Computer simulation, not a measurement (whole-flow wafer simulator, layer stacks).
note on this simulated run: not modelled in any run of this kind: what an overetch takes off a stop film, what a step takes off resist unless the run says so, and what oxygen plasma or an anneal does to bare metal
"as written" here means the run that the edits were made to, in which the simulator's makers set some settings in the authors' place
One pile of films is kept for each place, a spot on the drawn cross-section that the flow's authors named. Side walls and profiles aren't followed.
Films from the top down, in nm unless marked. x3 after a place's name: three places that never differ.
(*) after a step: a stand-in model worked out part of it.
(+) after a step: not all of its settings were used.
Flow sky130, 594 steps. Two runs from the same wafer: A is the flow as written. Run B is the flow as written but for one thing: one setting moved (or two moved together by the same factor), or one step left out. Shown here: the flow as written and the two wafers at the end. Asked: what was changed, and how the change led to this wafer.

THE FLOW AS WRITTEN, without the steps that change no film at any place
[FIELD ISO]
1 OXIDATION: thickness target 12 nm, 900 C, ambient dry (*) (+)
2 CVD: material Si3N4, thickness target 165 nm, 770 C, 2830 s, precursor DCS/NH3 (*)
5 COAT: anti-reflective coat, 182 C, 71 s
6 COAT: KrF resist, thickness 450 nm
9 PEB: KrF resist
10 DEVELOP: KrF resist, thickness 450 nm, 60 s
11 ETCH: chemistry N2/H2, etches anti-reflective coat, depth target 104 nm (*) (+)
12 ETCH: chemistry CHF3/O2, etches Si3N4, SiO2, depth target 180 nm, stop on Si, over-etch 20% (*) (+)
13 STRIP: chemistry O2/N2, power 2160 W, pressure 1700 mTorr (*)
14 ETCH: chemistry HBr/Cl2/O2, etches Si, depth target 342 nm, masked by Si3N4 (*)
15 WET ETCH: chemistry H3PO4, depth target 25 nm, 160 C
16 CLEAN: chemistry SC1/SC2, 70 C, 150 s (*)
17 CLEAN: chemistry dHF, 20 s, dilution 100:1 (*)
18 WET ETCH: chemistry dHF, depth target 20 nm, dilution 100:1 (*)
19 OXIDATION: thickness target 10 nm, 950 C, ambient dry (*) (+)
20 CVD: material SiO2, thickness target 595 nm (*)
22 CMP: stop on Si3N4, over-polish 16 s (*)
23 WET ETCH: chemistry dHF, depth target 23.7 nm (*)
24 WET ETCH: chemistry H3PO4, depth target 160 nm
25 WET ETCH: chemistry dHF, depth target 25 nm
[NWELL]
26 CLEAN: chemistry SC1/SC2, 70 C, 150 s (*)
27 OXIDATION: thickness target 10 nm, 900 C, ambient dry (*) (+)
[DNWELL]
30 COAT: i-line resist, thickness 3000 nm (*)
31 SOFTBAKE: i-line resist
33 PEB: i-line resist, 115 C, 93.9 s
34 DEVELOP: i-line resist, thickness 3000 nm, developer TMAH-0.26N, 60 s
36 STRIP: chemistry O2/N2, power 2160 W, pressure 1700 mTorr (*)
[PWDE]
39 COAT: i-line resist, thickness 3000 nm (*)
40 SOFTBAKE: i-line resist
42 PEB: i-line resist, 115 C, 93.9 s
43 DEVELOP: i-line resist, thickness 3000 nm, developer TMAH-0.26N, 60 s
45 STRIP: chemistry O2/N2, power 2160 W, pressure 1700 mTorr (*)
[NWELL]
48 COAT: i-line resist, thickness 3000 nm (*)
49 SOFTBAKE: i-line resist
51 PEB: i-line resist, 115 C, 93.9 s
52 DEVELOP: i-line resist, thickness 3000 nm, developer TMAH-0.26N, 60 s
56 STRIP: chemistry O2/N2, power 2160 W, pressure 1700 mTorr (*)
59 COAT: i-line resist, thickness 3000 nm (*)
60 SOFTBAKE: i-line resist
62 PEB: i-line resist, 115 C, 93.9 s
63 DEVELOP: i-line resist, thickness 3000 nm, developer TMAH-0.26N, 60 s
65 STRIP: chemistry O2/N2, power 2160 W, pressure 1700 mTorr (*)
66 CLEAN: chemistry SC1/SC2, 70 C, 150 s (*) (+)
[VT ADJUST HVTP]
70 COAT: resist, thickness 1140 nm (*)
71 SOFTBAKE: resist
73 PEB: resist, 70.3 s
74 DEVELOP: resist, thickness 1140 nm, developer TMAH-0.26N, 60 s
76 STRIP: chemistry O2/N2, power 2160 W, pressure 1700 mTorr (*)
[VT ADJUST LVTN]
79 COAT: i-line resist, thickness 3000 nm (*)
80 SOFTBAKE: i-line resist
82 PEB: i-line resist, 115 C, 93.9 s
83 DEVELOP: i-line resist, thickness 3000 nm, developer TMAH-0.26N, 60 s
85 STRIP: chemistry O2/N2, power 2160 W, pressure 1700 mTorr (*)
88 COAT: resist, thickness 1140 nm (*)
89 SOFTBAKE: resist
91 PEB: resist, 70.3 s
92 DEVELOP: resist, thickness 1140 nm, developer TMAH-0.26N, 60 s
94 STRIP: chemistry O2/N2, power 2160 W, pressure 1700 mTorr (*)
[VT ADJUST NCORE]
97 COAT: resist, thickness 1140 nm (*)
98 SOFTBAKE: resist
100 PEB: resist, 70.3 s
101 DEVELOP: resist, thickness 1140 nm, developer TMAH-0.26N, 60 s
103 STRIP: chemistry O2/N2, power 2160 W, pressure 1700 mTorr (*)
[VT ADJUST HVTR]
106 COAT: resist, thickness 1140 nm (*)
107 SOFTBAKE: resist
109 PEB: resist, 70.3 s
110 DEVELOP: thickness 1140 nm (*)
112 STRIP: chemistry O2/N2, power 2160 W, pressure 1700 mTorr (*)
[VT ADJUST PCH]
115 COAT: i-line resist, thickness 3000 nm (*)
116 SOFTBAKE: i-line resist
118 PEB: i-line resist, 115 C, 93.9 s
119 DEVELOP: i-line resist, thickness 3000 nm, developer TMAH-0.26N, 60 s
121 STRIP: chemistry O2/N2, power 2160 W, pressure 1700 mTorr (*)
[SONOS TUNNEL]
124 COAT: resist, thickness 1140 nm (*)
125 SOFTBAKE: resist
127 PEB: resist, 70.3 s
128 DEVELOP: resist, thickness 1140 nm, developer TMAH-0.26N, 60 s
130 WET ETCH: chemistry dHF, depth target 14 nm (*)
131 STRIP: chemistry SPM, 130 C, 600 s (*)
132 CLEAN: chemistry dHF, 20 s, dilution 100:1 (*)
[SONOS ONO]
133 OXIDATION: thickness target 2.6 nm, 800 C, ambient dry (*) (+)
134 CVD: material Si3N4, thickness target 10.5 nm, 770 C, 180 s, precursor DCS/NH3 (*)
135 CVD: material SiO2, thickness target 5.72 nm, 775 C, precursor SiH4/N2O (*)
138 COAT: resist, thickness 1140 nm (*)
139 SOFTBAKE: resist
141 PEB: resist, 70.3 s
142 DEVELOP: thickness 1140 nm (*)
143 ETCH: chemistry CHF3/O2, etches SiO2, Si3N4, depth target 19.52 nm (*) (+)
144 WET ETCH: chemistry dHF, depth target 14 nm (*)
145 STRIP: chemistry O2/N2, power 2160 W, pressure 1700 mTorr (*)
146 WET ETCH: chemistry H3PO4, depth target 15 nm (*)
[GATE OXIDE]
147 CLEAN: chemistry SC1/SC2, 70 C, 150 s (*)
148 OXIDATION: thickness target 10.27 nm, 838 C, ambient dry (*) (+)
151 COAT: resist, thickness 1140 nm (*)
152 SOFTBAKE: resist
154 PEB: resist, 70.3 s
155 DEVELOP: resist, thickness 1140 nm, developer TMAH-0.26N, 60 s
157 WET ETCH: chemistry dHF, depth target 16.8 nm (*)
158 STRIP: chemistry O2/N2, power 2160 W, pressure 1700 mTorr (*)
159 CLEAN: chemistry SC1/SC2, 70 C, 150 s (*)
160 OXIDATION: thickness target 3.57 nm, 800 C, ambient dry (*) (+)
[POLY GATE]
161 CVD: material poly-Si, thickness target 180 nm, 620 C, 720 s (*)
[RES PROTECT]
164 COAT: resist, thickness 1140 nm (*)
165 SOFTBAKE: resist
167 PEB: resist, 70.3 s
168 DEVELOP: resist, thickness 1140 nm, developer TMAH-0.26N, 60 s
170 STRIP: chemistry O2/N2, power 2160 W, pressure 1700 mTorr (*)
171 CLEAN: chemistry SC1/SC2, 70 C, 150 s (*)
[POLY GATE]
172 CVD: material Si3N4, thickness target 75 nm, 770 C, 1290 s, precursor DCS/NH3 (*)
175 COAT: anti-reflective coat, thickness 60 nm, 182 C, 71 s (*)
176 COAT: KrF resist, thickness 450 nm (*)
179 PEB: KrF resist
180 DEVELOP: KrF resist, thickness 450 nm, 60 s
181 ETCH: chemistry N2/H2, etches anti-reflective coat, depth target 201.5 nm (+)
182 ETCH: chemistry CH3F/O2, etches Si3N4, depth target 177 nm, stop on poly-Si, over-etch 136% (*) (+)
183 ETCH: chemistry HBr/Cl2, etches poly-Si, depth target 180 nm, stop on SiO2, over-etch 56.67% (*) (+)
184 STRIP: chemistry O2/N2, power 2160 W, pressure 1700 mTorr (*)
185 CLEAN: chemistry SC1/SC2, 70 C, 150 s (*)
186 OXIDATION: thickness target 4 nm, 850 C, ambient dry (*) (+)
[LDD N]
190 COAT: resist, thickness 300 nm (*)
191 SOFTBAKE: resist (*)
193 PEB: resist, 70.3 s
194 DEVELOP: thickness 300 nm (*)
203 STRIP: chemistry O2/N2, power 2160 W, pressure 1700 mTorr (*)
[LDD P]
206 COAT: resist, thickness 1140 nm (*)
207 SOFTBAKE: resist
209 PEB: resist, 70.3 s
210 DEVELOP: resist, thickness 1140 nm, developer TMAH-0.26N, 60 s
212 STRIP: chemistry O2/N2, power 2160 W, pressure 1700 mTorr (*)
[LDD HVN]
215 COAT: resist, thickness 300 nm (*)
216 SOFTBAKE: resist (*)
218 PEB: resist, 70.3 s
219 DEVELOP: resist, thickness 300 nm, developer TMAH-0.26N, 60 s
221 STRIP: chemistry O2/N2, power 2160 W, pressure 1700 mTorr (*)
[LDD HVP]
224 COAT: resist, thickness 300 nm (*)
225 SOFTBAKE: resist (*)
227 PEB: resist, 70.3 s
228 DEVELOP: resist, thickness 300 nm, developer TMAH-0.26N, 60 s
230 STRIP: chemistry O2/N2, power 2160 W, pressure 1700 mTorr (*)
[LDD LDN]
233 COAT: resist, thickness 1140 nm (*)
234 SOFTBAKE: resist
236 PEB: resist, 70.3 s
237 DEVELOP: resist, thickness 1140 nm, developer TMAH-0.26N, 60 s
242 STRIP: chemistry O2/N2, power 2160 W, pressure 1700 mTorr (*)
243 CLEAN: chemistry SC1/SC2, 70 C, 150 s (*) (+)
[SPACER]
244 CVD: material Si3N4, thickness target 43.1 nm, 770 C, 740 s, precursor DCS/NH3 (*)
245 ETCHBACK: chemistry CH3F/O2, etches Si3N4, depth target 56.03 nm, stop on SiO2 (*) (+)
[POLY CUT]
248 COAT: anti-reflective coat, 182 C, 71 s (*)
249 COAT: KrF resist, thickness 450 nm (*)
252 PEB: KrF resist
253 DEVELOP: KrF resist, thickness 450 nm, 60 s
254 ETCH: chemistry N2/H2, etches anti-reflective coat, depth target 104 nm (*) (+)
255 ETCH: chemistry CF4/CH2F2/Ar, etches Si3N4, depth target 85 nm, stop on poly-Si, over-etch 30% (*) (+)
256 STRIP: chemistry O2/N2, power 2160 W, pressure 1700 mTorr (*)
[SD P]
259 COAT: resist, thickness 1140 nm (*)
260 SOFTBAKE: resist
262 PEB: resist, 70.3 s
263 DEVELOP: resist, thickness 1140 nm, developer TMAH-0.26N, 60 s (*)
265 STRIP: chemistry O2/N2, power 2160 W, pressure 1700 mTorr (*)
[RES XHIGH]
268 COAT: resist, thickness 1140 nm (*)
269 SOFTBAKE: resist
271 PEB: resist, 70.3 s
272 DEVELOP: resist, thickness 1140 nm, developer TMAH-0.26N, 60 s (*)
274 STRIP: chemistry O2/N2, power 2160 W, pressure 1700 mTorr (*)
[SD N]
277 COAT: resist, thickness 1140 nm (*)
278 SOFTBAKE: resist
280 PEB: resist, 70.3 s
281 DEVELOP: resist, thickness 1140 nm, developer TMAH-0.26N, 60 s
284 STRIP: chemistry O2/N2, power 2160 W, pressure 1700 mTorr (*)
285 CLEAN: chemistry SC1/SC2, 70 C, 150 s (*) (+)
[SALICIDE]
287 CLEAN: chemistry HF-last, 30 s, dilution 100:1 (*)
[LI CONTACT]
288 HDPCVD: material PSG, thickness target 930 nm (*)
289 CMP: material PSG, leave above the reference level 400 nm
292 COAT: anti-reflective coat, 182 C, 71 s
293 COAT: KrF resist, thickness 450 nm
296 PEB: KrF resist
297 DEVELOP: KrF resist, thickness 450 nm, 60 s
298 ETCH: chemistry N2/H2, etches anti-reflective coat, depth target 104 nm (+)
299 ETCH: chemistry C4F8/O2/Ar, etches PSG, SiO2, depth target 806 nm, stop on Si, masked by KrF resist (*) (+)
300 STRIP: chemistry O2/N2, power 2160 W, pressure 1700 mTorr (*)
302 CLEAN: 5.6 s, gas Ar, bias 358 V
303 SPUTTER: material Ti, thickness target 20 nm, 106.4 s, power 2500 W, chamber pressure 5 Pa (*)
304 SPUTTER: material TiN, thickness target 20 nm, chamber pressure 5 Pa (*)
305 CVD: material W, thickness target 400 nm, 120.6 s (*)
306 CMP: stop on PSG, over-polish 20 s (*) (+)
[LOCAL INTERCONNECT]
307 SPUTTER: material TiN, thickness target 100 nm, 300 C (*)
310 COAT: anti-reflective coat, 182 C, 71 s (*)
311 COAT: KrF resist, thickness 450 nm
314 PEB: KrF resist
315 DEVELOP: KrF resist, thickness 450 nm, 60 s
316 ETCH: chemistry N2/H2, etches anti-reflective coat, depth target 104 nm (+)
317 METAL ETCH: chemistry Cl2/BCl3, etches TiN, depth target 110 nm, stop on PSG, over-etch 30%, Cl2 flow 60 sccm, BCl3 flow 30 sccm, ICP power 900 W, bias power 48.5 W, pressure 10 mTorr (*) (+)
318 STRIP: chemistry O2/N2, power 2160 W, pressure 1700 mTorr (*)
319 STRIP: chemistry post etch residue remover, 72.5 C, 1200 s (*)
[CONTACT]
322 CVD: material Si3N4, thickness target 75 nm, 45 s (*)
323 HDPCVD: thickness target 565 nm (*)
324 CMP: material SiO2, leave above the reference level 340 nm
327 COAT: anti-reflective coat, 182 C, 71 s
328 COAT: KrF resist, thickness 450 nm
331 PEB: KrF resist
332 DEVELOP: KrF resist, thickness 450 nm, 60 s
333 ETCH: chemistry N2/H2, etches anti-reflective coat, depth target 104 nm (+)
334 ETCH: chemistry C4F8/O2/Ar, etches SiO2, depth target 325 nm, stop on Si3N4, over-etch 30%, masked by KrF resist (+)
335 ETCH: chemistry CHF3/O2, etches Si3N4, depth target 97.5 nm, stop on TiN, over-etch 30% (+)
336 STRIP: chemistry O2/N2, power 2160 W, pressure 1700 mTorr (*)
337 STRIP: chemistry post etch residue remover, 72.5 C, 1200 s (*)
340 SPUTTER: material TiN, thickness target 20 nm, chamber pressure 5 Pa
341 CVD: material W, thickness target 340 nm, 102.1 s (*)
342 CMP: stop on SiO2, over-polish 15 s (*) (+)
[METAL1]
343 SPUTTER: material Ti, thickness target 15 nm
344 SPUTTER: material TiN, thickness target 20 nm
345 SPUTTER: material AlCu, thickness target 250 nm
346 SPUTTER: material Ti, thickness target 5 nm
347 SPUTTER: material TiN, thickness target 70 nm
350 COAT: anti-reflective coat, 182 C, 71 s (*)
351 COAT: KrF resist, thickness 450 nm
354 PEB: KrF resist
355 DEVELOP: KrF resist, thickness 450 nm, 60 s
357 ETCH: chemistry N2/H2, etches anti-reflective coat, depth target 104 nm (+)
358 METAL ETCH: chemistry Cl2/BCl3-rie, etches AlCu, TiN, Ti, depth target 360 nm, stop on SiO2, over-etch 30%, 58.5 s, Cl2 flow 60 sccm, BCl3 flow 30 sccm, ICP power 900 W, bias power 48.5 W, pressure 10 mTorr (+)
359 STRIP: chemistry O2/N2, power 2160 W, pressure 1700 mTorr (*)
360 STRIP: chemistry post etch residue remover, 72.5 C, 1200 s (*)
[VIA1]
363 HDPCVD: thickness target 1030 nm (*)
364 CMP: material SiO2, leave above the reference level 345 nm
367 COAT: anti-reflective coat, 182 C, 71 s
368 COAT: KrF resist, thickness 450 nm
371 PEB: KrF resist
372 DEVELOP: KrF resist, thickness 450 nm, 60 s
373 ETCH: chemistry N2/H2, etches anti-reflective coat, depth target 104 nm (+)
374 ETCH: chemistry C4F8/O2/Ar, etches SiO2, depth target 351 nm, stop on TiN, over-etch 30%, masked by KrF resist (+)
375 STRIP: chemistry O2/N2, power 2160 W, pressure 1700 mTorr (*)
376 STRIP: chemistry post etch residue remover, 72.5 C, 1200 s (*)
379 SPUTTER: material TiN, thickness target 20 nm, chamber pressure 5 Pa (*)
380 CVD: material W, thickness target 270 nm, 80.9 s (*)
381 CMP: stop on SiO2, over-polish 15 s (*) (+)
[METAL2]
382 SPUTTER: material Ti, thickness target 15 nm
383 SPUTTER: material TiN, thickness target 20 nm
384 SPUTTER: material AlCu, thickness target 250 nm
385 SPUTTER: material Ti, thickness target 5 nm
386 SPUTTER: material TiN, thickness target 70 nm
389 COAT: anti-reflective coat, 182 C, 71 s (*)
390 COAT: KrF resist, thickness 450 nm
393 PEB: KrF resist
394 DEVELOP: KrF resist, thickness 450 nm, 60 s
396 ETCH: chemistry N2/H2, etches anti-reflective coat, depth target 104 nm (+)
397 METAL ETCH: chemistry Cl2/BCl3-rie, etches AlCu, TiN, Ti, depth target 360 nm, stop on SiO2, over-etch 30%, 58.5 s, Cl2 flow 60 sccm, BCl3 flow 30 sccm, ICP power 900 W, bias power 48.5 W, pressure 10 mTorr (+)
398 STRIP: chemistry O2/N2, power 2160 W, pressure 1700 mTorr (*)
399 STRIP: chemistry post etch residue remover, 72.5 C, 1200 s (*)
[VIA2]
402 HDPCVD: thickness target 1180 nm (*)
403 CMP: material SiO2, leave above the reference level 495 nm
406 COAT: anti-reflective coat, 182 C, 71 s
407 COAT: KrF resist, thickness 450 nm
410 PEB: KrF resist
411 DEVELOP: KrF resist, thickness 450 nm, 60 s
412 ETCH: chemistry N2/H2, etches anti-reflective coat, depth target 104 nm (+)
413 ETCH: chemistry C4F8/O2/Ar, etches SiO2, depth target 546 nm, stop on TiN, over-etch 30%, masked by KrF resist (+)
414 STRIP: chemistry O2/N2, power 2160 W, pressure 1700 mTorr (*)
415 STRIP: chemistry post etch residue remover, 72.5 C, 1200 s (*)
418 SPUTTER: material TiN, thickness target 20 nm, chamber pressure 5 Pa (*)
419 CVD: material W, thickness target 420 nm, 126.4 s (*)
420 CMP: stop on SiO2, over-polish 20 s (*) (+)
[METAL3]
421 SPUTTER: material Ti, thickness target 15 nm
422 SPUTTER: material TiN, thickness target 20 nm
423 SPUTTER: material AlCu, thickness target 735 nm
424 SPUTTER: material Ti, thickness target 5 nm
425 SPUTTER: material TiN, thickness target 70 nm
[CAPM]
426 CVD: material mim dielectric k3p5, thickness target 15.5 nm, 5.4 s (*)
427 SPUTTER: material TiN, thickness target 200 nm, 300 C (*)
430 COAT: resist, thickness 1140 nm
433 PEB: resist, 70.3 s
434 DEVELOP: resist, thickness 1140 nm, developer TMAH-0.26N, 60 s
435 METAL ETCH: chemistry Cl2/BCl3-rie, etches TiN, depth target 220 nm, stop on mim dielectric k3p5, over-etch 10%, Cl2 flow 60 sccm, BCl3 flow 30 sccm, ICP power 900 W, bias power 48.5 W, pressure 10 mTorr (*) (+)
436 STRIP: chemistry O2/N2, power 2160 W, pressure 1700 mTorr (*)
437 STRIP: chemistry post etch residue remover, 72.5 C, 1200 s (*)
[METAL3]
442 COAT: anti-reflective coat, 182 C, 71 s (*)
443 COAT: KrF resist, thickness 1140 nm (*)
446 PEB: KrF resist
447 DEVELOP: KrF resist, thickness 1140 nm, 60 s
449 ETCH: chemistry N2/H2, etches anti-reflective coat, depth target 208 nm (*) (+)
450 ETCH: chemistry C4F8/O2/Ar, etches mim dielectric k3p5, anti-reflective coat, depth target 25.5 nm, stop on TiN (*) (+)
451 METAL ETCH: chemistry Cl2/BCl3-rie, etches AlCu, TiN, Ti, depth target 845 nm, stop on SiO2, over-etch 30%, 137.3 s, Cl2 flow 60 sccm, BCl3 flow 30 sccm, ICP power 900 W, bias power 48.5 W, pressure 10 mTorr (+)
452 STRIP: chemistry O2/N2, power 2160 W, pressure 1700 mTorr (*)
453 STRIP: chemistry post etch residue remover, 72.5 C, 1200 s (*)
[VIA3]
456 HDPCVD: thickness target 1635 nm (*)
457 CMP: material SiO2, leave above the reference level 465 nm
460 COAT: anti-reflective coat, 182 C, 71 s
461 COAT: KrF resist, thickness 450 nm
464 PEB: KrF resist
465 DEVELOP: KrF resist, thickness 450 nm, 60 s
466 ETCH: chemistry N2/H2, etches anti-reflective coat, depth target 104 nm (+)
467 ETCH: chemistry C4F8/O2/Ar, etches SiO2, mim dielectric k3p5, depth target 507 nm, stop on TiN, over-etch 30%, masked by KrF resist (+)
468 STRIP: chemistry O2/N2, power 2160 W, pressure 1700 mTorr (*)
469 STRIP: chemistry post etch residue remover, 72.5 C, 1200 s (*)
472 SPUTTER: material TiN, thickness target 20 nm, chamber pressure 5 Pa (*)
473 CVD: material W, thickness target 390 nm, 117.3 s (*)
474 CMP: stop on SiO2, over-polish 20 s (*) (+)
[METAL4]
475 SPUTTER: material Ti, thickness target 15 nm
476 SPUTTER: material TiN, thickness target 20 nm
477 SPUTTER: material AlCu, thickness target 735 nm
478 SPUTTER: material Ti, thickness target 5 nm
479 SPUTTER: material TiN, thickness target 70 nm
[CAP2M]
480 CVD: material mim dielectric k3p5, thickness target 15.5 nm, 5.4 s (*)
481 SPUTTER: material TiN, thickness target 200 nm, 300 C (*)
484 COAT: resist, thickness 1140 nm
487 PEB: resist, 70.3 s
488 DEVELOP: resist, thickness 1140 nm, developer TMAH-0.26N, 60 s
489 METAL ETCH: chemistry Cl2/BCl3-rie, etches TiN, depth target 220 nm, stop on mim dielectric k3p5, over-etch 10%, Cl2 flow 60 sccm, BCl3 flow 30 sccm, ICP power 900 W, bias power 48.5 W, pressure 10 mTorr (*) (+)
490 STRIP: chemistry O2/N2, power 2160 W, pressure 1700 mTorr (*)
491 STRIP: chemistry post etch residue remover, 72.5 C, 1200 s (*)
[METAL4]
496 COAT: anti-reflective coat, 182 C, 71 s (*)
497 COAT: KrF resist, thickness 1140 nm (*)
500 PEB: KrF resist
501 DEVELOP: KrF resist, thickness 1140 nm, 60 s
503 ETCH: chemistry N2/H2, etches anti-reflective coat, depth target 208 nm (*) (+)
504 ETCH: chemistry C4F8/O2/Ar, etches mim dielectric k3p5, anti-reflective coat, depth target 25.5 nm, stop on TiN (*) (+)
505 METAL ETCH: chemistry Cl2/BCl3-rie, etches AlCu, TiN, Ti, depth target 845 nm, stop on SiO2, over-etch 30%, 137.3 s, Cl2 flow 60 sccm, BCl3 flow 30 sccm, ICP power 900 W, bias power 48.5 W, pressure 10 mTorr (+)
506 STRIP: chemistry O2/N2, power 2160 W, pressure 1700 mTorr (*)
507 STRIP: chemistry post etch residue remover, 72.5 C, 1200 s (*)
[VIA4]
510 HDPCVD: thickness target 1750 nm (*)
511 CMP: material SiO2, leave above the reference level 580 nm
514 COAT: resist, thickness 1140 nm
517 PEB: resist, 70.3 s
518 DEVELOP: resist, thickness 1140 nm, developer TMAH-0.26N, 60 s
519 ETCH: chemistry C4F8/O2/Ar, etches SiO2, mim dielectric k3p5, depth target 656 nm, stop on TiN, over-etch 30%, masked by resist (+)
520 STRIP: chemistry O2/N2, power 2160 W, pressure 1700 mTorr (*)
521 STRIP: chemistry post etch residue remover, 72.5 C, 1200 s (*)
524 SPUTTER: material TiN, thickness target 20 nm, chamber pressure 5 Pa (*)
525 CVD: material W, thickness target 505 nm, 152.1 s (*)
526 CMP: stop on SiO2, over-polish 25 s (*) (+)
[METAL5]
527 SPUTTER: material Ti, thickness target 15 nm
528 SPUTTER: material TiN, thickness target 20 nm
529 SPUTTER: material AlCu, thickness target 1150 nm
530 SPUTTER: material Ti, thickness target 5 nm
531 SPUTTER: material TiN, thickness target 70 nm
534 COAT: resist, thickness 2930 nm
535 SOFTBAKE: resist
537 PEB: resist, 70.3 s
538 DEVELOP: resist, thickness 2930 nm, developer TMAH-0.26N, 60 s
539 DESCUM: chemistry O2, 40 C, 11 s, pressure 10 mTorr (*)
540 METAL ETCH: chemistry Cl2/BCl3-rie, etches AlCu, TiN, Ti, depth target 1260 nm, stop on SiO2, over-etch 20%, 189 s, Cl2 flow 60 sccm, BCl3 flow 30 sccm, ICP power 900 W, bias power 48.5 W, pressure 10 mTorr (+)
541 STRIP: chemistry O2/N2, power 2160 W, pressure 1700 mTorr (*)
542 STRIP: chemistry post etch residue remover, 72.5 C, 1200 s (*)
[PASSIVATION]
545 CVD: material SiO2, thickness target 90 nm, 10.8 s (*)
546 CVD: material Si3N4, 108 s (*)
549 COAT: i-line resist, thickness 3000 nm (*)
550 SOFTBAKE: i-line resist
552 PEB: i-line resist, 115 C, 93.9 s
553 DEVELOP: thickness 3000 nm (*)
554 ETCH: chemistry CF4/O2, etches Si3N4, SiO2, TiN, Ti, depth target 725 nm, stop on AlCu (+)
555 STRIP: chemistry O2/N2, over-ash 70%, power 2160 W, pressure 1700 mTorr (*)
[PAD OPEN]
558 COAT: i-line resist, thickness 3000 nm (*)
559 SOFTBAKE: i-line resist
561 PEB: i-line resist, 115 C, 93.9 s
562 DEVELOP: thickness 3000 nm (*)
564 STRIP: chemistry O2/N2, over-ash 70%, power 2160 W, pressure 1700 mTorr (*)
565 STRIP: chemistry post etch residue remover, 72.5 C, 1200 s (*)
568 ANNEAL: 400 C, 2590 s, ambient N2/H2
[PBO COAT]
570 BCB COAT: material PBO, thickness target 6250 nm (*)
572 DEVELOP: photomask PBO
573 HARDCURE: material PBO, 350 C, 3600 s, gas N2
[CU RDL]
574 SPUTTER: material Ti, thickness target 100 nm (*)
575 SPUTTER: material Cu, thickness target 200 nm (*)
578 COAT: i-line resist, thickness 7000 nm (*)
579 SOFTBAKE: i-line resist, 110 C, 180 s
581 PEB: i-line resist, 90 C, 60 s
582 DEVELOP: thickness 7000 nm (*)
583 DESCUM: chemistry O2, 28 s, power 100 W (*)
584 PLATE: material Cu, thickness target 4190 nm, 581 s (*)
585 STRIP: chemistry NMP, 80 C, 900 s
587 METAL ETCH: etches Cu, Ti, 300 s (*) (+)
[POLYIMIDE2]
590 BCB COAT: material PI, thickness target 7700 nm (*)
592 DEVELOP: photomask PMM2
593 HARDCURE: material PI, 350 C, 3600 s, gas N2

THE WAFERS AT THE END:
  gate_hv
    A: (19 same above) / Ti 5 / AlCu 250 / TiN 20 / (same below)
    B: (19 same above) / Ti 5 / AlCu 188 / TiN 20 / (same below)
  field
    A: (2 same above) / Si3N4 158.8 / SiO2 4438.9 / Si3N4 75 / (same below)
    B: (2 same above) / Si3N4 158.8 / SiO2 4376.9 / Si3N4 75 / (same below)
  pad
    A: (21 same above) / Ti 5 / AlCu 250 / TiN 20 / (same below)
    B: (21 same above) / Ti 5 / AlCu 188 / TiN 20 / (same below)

The cause: step 384, SPUTTER: thickness target 188 nm was run, where the flow has thickness target 250 nm.
It can be read off the wafer: gate_hv has AlCu 188, and step 384 as written asks for 250 nm.

How the change led to this, step by step:
  384 SPUTTER: material AlCu, thickness target 250 nm
      field, active, n_well and 188 more: A AlCu +250 (new film) | B AlCu +188 (new film)
  397 METAL ETCH: chemistry Cl2/BCl3-rie, etches AlCu, TiN, Ti, depth target 360 nm, stop on SiO2, over-etch 30%, 58.5 s, Cl2 flow 60 sccm, BCl3 flow 30 sccm, ICP power 900 W, bias power 48.5 W, pressure 10 mTorr (+)
      field, active, gate and 82 more: A TiN -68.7 (all of it), Ti -5 (all of it), AlCu -250 (all of it), TiN -20 (all of it), Ti -15 (all of it), SiO2 -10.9 | B TiN -68.7 (all of it), Ti -5 (all of it), AlCu -188 (all of it), TiN -20 (all of it), Ti -15 (all of it), SiO2 -17.1
  403 CMP: material SiO2, leave above the reference level 495 nm
      field, active, gate and 82 more: A SiO2 -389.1 | B SiO2 -444.9
